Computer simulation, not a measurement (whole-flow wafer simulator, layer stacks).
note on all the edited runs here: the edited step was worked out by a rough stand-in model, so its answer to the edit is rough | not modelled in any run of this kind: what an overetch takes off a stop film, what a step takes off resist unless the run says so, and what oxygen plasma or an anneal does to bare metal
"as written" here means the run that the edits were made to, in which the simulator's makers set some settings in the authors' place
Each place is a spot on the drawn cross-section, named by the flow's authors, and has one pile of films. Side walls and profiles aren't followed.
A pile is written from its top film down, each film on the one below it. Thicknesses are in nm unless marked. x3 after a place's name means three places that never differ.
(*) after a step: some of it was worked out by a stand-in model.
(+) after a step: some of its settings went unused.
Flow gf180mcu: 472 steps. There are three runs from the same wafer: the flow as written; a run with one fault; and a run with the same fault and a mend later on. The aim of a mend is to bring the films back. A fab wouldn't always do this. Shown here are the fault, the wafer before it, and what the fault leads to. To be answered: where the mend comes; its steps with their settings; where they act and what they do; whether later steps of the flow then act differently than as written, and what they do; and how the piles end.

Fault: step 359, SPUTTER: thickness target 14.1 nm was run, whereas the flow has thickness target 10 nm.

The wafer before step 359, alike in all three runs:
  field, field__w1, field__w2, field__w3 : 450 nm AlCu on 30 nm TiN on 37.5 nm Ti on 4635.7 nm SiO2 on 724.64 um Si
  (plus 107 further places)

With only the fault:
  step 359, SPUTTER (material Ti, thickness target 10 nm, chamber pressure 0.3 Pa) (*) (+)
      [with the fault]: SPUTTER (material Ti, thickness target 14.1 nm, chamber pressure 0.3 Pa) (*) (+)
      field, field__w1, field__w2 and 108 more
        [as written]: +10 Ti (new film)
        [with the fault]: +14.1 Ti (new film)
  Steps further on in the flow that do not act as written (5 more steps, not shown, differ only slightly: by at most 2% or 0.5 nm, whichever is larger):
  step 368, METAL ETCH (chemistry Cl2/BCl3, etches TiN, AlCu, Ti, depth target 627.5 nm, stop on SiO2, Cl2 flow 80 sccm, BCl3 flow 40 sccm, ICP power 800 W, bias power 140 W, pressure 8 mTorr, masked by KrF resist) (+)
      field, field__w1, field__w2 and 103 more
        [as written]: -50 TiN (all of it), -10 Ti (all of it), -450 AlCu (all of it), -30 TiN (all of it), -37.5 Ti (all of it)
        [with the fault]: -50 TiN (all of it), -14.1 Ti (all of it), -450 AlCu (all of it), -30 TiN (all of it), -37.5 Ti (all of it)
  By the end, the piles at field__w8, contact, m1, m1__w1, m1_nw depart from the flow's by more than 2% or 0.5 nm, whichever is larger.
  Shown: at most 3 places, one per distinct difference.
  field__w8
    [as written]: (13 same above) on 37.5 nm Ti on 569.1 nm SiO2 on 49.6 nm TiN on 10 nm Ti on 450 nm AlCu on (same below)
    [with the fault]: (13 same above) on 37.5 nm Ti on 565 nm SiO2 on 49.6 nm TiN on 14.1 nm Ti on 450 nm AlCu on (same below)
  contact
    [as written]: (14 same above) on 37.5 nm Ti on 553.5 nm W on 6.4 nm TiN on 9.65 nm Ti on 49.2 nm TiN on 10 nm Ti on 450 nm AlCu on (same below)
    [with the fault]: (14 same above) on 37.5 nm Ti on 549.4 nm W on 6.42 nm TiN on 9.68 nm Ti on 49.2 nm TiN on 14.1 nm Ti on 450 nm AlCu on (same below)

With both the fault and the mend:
  After step 359 comes the mend.
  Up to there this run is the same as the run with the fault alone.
  step 359a, METAL ETCH (chemistry Cl2/BCl3, etches TiN, AlCu, Ti, depth target 4.1 nm, Cl2 flow 80 sccm, BCl3 flow 40 sccm, ICP power 800 W, bias power 140 W, pressure 8 mTorr) (the flow's step 260, run once more with other settings)
      field, field__w1, field__w2 and 108 more
        -4.1 Ti
  None of the later steps of the flow acts differently than as written at any place that is followed.
  By the end, the piles equal the flow's at every place that both follow.
